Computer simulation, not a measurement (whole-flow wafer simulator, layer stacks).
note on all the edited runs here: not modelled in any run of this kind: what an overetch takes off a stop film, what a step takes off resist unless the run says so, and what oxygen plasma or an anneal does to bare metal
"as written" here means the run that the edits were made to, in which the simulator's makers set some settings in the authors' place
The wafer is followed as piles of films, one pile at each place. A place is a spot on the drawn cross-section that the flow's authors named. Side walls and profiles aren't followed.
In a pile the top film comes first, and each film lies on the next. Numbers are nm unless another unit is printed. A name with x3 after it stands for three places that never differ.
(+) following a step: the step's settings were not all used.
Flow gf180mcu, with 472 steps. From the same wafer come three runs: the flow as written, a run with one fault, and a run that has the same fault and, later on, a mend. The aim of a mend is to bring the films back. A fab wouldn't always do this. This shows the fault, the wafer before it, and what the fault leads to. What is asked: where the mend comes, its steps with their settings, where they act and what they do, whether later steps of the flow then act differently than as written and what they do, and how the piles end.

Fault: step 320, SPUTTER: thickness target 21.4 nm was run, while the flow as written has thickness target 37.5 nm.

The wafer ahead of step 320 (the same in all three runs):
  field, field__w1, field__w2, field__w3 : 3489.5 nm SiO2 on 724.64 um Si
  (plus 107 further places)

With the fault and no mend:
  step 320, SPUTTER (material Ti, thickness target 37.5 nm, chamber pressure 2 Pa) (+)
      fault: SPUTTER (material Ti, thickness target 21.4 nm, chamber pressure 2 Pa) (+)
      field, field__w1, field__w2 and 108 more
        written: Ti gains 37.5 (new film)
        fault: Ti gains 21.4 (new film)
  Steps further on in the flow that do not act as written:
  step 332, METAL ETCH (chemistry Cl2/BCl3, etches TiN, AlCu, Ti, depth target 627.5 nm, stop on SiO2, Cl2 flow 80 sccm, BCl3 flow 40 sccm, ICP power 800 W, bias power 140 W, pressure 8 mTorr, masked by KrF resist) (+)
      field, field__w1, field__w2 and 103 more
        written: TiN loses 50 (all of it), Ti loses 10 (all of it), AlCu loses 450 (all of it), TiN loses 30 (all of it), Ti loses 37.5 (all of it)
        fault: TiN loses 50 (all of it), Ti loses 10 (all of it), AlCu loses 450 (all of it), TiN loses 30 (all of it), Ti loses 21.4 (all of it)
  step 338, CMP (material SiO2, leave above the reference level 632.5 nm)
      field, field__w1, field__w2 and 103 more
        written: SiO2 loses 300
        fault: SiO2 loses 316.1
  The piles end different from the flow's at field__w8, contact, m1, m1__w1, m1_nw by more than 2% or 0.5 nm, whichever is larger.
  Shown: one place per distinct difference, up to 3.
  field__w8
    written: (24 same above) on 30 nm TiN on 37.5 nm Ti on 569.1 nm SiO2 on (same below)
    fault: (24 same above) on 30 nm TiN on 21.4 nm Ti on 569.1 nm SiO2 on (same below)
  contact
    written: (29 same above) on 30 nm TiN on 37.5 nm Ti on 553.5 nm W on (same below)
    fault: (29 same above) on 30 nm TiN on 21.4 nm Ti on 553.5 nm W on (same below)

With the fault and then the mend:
  The mend stands after step 320.
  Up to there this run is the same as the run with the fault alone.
  step 320a, SPUTTER (material Ti, thickness target 16.1 nm, chamber pressure 2 Pa) (+) (the flow's step 320, run once more with other settings)
      field, field__w1, field__w2 and 108 more
        Ti gains 16.1
  Every later step of the flow that is run acts as written at every place that is followed.
  At every place that both follow, the piles at the end match the flow's.
